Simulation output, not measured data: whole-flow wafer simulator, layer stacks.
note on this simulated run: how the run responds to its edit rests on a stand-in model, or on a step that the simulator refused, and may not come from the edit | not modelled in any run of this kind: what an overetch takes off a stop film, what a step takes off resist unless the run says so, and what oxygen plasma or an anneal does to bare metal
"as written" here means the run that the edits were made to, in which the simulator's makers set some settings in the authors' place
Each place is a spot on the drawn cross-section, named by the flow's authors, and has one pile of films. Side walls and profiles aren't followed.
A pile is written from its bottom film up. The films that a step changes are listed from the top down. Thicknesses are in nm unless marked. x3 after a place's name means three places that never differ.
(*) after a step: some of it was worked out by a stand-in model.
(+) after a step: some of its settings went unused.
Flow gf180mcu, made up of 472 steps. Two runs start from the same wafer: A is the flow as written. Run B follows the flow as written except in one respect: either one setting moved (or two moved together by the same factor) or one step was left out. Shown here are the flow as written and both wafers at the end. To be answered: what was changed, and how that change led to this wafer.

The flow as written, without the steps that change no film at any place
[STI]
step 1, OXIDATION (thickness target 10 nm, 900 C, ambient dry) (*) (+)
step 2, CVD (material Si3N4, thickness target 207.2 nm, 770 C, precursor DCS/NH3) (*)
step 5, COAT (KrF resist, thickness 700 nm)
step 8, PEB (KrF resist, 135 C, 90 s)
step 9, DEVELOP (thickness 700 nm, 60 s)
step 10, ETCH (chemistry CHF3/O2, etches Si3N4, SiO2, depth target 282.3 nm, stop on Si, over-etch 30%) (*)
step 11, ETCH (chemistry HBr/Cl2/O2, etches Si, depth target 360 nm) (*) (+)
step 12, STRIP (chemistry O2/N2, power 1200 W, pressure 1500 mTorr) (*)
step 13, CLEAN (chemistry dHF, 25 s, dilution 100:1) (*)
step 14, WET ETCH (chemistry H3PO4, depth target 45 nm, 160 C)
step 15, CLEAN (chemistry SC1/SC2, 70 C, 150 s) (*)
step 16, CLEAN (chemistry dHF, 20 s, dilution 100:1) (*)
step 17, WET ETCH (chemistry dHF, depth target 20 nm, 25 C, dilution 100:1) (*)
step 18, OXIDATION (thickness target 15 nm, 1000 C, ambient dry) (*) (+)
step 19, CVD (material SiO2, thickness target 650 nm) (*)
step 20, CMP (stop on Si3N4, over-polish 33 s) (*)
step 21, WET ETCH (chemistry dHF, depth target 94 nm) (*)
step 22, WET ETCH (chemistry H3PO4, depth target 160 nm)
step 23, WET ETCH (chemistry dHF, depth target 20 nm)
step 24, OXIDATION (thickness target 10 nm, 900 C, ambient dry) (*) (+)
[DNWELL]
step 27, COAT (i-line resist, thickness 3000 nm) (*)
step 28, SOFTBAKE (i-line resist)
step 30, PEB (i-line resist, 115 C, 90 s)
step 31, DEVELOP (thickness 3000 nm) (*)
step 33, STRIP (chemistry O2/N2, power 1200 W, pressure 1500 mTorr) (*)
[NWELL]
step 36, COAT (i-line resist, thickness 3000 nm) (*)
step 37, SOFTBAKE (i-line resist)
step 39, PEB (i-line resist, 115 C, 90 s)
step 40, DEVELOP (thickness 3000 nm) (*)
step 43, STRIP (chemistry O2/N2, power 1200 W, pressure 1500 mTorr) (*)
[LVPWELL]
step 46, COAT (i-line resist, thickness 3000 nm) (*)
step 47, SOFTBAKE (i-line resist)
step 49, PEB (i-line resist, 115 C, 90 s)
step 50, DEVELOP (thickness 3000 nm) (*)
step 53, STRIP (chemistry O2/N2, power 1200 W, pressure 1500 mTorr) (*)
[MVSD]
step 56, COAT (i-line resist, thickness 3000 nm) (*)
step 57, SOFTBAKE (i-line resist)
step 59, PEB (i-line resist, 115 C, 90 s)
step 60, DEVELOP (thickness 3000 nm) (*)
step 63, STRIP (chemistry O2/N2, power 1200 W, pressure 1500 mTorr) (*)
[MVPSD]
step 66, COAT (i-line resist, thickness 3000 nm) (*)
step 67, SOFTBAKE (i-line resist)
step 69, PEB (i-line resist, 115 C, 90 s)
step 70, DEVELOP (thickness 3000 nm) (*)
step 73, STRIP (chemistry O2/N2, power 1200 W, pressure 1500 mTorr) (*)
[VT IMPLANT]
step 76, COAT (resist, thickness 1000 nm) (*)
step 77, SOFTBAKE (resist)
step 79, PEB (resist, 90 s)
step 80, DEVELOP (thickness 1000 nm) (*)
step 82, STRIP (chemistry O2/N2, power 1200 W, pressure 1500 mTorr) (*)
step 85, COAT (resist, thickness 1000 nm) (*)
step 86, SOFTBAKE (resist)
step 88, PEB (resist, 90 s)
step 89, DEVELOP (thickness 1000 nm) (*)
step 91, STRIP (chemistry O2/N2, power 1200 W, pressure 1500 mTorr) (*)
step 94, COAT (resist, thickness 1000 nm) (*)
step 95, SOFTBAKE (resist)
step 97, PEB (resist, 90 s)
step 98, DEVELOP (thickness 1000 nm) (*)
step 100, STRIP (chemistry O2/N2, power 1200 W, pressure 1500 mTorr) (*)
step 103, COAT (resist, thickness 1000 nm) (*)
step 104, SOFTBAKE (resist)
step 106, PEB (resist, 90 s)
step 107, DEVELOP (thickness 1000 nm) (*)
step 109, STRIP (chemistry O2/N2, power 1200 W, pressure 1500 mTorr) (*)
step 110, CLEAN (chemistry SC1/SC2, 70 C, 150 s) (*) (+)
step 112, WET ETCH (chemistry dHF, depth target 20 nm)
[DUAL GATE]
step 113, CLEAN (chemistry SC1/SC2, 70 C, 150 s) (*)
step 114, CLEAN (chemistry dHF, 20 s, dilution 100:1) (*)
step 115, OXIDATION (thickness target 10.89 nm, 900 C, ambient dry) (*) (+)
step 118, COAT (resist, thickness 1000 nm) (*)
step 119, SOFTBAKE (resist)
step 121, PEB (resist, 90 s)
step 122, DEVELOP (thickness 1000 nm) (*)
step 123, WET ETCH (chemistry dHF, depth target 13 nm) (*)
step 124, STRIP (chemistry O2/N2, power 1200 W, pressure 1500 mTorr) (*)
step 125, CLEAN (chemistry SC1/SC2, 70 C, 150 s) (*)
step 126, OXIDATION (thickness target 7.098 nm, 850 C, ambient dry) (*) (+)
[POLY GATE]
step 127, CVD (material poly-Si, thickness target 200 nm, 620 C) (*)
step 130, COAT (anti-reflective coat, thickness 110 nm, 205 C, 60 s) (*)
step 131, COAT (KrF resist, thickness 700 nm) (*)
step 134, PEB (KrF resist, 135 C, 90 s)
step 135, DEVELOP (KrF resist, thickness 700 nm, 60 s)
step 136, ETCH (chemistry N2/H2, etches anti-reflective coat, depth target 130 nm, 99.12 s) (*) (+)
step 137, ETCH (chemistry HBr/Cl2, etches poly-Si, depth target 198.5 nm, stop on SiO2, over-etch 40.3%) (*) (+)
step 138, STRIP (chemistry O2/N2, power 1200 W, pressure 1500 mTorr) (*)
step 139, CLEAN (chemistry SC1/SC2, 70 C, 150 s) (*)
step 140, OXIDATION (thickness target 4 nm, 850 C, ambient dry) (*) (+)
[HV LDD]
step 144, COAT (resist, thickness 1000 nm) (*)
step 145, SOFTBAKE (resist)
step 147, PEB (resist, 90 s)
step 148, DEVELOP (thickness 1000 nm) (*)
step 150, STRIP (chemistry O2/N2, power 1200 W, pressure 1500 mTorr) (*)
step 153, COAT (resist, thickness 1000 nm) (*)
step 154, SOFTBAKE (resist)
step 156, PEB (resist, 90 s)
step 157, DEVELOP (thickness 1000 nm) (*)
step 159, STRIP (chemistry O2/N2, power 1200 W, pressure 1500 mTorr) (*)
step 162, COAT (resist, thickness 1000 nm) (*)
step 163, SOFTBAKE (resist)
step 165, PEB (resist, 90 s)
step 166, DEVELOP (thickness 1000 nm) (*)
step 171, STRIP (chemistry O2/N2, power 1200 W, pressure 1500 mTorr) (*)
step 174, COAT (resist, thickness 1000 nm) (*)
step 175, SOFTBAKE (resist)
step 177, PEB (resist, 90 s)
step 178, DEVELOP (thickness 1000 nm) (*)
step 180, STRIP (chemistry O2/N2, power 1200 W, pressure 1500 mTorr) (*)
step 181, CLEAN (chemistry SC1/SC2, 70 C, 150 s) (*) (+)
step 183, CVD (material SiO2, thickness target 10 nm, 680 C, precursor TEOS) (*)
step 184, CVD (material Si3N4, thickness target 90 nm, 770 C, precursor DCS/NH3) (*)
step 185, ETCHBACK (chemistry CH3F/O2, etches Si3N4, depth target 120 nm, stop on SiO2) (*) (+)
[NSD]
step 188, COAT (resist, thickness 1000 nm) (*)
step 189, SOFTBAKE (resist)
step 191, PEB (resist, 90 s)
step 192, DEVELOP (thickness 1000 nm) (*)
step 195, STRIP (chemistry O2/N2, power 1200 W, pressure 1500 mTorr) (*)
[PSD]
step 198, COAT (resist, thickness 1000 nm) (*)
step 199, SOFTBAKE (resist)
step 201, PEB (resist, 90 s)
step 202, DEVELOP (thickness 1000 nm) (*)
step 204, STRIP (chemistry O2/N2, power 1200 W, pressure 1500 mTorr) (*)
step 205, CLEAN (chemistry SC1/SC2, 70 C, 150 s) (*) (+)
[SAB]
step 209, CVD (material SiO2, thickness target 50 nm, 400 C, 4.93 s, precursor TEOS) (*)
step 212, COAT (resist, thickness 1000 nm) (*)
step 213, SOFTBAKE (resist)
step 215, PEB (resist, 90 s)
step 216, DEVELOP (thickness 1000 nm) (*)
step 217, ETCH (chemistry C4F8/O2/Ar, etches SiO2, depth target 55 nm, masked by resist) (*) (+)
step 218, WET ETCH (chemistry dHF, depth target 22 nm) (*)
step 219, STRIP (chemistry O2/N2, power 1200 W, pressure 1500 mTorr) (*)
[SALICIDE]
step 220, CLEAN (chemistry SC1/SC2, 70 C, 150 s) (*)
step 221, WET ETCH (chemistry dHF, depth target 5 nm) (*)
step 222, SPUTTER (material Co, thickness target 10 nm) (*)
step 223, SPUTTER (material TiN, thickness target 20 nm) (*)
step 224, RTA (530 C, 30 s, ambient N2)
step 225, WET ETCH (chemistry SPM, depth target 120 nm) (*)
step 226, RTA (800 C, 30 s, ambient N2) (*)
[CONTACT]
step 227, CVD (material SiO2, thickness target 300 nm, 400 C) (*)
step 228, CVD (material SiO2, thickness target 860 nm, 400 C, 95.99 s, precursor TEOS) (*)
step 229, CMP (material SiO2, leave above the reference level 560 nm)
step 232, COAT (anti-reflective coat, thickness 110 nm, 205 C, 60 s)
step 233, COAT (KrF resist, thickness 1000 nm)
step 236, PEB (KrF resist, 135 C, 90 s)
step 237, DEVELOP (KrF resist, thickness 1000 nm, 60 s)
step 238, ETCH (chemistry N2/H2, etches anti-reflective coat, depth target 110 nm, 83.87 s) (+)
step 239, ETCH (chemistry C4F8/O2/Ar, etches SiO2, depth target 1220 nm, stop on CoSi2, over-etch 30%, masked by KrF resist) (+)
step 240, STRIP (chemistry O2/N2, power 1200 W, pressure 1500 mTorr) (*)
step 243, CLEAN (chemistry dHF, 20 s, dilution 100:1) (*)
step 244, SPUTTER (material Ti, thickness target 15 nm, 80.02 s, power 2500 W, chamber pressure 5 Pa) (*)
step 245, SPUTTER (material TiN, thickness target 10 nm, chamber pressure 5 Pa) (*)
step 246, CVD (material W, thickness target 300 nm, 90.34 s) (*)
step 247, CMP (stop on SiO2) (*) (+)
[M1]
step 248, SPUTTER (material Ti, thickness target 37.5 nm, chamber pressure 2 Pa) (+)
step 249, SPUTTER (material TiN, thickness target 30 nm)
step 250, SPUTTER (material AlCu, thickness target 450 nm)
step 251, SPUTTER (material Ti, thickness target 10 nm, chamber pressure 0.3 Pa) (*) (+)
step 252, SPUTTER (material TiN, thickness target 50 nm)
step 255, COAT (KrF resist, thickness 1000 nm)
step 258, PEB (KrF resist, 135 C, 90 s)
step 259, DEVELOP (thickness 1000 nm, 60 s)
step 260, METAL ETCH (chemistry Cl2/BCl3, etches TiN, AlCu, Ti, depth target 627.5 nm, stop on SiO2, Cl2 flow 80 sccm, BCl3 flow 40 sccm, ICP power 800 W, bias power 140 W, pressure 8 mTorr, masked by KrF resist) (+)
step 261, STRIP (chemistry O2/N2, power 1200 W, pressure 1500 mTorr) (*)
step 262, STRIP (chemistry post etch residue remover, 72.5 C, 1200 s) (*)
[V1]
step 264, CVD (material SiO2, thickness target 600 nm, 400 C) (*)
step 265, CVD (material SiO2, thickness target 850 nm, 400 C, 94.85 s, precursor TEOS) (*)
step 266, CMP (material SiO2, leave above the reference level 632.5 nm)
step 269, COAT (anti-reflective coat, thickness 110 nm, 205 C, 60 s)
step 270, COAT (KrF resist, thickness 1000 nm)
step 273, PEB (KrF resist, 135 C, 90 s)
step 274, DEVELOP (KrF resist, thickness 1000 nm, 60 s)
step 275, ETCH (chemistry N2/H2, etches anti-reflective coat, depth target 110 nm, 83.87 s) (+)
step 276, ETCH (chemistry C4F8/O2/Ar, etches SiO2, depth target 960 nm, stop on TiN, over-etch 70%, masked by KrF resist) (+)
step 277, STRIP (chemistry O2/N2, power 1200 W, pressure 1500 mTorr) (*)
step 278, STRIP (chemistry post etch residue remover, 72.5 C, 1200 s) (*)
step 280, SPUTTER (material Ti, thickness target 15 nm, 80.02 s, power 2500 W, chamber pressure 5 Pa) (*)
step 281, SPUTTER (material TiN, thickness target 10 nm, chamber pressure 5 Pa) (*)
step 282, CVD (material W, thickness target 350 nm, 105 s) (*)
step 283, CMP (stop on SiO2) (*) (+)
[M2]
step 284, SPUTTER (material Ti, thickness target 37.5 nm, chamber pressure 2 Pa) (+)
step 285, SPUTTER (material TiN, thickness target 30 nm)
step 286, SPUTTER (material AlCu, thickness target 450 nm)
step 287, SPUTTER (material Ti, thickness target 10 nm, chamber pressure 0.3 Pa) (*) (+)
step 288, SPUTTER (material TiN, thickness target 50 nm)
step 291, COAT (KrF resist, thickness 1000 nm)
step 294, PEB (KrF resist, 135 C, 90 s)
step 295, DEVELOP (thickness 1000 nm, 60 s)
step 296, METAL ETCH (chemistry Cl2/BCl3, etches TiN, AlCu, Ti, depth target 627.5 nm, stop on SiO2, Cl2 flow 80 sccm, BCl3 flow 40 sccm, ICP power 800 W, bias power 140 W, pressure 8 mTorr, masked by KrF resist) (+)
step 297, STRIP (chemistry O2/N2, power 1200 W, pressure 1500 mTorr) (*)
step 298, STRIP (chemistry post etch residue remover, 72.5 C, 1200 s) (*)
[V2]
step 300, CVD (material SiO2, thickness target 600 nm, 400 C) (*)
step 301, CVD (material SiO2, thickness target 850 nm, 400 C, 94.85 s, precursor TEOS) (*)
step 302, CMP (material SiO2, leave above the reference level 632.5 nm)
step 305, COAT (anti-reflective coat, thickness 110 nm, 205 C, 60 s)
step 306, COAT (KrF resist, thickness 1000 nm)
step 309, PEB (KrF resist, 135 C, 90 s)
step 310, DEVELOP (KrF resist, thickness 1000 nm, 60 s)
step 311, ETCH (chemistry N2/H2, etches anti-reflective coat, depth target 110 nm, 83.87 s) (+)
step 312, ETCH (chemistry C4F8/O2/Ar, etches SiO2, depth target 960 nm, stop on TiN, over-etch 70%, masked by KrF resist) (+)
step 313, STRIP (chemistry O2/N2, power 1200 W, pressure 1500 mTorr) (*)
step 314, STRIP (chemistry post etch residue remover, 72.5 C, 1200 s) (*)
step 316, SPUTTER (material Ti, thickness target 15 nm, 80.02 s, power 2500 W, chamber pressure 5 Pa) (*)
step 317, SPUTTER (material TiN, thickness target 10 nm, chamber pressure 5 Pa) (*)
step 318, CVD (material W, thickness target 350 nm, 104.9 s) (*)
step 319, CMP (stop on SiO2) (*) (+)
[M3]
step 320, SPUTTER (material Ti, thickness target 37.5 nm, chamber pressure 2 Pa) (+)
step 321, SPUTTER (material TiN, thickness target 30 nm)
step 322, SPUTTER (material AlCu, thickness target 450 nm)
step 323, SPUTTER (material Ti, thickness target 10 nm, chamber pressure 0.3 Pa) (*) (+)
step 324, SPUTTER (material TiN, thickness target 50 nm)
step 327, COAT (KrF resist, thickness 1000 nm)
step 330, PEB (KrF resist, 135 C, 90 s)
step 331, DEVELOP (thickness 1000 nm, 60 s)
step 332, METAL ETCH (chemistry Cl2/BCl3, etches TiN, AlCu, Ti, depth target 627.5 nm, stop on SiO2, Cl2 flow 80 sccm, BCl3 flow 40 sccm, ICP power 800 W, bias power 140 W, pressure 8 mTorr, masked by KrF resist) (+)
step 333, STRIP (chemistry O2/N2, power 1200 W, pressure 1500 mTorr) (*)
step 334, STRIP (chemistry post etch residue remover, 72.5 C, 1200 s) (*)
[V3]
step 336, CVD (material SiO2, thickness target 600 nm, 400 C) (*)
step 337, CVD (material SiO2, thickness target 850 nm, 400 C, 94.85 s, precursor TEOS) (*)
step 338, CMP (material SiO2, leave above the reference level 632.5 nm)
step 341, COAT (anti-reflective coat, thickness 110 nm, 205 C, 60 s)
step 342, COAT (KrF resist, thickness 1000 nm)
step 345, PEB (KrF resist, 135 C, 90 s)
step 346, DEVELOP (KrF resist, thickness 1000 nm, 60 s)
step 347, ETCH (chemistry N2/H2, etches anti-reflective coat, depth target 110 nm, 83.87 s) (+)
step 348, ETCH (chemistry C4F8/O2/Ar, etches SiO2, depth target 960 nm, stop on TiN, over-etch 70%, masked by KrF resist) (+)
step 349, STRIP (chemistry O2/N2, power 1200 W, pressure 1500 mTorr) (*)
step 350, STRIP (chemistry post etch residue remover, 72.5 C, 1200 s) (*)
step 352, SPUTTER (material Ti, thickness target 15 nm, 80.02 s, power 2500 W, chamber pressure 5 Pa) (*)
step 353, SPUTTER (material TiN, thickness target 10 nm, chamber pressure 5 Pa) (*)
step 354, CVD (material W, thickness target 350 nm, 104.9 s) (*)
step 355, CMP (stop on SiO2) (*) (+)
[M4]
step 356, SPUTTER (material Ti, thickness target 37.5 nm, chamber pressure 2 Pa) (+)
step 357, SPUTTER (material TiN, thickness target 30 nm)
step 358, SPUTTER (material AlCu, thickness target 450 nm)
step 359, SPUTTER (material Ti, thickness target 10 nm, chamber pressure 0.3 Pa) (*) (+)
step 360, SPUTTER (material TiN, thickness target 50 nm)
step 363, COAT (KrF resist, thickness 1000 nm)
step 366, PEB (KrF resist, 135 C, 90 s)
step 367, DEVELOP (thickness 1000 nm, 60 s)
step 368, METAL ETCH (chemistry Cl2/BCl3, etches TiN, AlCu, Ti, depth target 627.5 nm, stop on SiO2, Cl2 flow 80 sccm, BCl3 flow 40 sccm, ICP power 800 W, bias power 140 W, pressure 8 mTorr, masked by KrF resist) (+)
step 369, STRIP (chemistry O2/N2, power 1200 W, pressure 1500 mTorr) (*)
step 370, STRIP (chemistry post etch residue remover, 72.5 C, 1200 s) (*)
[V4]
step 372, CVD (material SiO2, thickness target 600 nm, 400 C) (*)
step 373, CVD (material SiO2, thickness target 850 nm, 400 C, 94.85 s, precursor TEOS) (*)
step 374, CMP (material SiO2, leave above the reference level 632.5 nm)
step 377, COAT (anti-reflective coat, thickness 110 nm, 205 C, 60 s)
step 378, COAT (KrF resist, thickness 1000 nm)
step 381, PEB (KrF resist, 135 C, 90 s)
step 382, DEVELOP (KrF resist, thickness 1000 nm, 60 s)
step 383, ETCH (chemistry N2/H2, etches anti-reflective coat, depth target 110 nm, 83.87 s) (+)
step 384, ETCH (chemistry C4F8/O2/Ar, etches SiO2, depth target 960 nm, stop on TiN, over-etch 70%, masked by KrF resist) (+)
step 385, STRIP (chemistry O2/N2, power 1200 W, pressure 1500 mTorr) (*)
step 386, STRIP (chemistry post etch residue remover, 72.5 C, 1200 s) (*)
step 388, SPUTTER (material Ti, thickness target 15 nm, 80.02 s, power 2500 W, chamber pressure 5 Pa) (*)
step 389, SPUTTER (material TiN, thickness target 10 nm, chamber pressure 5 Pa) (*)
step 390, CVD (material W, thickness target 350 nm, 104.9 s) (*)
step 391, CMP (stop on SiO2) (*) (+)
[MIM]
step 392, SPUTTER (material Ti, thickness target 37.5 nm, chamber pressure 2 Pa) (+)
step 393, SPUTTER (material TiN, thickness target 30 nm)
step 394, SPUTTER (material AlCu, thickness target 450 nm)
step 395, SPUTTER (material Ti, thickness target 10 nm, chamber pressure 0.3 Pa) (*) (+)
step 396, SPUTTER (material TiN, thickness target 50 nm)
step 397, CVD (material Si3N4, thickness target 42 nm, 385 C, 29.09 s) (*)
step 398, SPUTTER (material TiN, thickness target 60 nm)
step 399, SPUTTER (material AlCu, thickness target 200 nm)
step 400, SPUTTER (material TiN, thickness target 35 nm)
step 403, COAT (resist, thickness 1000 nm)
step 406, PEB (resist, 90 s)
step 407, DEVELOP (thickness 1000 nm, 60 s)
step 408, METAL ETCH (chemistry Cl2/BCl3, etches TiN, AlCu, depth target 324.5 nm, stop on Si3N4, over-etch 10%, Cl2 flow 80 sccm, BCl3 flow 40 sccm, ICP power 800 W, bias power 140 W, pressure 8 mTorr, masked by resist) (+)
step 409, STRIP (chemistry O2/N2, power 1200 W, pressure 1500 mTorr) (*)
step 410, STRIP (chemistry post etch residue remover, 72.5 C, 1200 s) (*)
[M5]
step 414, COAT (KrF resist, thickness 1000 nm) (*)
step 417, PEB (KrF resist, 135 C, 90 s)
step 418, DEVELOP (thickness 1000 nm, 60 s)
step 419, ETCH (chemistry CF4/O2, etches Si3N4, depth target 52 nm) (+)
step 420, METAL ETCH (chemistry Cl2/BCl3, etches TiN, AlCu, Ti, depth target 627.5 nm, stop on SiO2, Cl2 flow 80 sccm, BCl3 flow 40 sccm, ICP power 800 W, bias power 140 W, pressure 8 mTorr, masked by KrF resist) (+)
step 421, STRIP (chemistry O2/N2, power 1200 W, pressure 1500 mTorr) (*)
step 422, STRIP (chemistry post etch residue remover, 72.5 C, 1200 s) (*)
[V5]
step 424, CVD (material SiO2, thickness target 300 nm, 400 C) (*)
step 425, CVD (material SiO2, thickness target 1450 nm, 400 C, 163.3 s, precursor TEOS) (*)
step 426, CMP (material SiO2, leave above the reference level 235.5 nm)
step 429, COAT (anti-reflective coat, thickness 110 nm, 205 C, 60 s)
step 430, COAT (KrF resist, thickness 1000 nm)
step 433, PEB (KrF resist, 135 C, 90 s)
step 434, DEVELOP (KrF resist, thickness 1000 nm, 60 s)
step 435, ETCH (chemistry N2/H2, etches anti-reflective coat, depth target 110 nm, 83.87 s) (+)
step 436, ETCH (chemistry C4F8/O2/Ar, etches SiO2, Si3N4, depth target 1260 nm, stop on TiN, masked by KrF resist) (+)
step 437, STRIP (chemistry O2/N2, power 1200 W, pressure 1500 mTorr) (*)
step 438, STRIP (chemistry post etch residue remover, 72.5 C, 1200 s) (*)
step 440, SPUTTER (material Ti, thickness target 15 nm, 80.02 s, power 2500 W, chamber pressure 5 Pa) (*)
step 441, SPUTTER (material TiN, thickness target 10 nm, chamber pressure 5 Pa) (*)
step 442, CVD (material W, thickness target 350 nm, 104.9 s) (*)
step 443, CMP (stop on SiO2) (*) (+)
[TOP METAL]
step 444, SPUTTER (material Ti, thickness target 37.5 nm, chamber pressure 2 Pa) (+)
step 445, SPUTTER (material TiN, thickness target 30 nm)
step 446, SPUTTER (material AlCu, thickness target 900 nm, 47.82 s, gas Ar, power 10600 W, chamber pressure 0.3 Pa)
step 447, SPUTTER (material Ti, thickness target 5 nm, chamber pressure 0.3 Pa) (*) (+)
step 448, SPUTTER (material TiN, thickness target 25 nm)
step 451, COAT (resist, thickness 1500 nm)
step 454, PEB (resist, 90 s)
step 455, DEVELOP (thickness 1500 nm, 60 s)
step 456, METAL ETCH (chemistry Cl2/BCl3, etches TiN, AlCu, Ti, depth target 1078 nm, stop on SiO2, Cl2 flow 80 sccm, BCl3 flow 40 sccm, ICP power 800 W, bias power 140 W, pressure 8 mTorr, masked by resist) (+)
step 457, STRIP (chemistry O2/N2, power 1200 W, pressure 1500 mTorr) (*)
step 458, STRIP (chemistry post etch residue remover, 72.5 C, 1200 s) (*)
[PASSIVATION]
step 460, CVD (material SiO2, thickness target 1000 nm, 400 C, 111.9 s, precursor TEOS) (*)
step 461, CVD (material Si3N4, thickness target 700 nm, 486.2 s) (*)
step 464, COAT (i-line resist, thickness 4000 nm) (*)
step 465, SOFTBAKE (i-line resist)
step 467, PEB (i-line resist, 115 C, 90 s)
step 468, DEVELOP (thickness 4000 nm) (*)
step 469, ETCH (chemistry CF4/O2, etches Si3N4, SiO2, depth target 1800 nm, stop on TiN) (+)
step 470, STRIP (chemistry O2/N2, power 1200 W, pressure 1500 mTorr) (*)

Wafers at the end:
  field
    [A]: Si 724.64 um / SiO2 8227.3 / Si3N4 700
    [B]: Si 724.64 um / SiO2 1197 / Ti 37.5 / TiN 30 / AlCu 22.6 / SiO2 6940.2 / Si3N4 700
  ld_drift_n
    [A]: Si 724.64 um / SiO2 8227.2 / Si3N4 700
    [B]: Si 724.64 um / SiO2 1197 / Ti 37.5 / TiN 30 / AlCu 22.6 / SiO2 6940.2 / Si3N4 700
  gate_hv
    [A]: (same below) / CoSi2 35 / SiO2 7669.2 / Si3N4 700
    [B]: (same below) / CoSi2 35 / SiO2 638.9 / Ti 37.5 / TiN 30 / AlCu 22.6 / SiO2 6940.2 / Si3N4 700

Cause: step 260, METAL ETCH: depth target 481.7 nm was run, while the flow as written has depth target 627.5 nm.

Step by step, how the change led to this:
  step 260, METAL ETCH (chemistry Cl2/BCl3, etches TiN, AlCu, Ti, depth target 627.5 nm, stop on SiO2, Cl2 flow 80 sccm, BCl3 flow 40 sccm, ICP power 800 W, bias power 140 W, pressure 8 mTorr, masked by KrF resist) (+)
      field, field__w1, field__w2 and 99 more: A -50 TiN (all of it), -10 Ti (all of it), -450 AlCu (all of it), -30 TiN (all of it), -37.5 Ti (all of it) | B -50 TiN (all of it), -10 Ti (all of it), -421.7 AlCu
      field__w8, contact, m1 and 6 more: A -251 KrF resist | B -192.7 KrF resist
  step 261, STRIP (chemistry O2/N2, power 1200 W, pressure 1500 mTorr) (*)
      field__w8, contact, m1 and 6 more: A -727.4 KrF resist (all of it) | B -785.7 KrF resist (all of it)
  step 262, STRIP (chemistry post etch residue remover, 72.5 C, 1200 s) (*)
      field, field__w1, field__w2 and 99 more: A nothing | B -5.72 AlCu
  step 264, CVD (material SiO2, thickness target 600 nm, 400 C) (*)
      field, field__w1, field__w2 and 99 more: A +600 SiO2 | B +600 SiO2 (new film)
  step 266, CMP (material SiO2, leave above the reference level 632.5 nm)
      field, field__w1, field__w2 and 99 more: A -300 SiO2 | B -390.1 SiO2
Taking metal films that touch as one body, field has 1 body; the flow as written gives 0 bodies.
Taking metal films that touch as one body, ld_drift_n has 1 body; the flow as written gives 0 bodies.
Taking metal films that touch as one body, gate_hv has 2 bodies (between them, from the top down: SiO2 638.9); the flow as written gives 1 body.
